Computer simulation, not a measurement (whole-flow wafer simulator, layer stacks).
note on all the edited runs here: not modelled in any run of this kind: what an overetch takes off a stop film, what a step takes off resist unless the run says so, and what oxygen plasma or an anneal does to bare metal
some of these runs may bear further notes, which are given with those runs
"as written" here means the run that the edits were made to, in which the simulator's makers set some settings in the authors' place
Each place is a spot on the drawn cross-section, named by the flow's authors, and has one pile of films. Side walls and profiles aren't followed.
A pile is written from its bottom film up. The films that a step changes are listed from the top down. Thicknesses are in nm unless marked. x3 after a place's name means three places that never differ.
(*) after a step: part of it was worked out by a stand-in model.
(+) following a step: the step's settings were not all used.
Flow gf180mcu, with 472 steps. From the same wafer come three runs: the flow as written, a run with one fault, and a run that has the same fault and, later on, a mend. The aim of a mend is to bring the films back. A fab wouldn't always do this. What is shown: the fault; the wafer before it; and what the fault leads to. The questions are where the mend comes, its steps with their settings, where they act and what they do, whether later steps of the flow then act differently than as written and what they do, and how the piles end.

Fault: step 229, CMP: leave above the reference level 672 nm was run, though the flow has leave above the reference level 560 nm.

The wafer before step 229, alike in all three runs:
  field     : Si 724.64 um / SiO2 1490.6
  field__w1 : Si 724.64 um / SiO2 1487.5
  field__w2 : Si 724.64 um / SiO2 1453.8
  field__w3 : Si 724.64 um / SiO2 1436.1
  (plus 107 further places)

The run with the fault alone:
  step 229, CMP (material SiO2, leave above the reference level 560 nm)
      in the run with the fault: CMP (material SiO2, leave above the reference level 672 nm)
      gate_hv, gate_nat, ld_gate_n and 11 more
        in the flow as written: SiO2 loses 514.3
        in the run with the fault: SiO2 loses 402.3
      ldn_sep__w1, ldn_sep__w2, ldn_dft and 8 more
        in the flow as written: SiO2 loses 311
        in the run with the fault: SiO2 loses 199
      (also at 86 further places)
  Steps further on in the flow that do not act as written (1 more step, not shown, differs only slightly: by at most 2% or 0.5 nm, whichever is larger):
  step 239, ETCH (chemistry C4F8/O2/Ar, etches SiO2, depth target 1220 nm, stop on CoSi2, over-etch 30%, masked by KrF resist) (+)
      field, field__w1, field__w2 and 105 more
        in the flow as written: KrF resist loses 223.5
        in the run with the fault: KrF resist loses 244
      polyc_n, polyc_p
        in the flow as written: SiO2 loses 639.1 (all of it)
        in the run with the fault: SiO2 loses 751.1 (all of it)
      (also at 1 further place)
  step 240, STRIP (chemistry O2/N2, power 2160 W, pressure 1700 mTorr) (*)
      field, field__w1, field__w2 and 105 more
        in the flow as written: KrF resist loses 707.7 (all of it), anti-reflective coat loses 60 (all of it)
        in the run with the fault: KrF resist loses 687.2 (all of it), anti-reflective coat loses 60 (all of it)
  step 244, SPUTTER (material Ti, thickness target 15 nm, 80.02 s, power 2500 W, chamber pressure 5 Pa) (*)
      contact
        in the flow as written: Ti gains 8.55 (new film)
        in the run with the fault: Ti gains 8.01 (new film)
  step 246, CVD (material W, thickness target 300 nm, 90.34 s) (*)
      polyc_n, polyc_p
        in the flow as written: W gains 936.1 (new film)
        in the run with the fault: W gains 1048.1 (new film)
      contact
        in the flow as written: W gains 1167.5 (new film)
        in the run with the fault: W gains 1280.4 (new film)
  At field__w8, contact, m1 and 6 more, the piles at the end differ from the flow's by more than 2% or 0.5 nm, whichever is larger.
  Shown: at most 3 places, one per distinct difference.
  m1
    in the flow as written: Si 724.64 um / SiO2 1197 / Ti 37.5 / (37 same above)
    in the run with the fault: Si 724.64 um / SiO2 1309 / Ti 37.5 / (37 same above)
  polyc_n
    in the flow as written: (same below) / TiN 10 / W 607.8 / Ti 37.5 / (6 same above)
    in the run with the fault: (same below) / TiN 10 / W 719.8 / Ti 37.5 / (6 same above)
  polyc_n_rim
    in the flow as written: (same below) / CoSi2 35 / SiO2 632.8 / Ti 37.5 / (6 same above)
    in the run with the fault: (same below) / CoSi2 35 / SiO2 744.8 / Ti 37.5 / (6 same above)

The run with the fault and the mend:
  The mend stands after step 237.
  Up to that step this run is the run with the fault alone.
  step 237a, STRIP (chemistry O2/N2, power 2160 W, pressure 1700 mTorr) (*)
      field, field__w1, field__w2 and 105 more
        KrF resist loses 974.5 (all of it), anti-reflective coat loses 60 (all of it)
      contact, polyc_n, polyc_p
        anti-reflective coat loses 60 (all of it)
  step 237b, CMP (material SiO2, leave above the reference level 560 nm) (the flow's step 229 again)
      field, field__w1, field__w2 and 108 more
        SiO2 loses 112
  step 237c, HMDS (120 C, 60 s) (the flow's step 231 again)
      does not change any film at any place that is followed
  step 237d, COAT (anti-reflective coat, thickness 60 nm, 182 C, 71 s) (the flow's step 232 again)
      field, field__w1, field__w2 and 108 more
        anti-reflective coat gains 60 (new film)
  step 237e, COAT (KrF resist, thickness 1000 nm) (the flow's step 233 again)
      field, field__w1, field__w2 and 108 more
        KrF resist gains 1000 (new film)
  step 237f, SOFTBAKE (KrF resist) (the flow's step 234 again)
      does not change any film at any place that is followed
  step 237g, EXPOSE (photomask Contact) (the flow's step 235 again)
      does not change any film at any place that is followed
  step 237h, PEB (KrF resist, 135 C, 90 s) (the flow's step 236 again)
      field, field__w1, field__w2 and 108 more
        KrF resist loses 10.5
  step 237i, DEVELOP (KrF resist, thickness 1000 nm, 60 s) (the flow's step 237 again)
      field, field__w1, field__w2 and 105 more
        KrF resist loses 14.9
      contact, polyc_n, polyc_p
        KrF resist loses 989.5 (all of it)
  Every later step of the flow that is run acts as written at every place that is followed.
  The piles end the same as the flow's at every place that both follow.
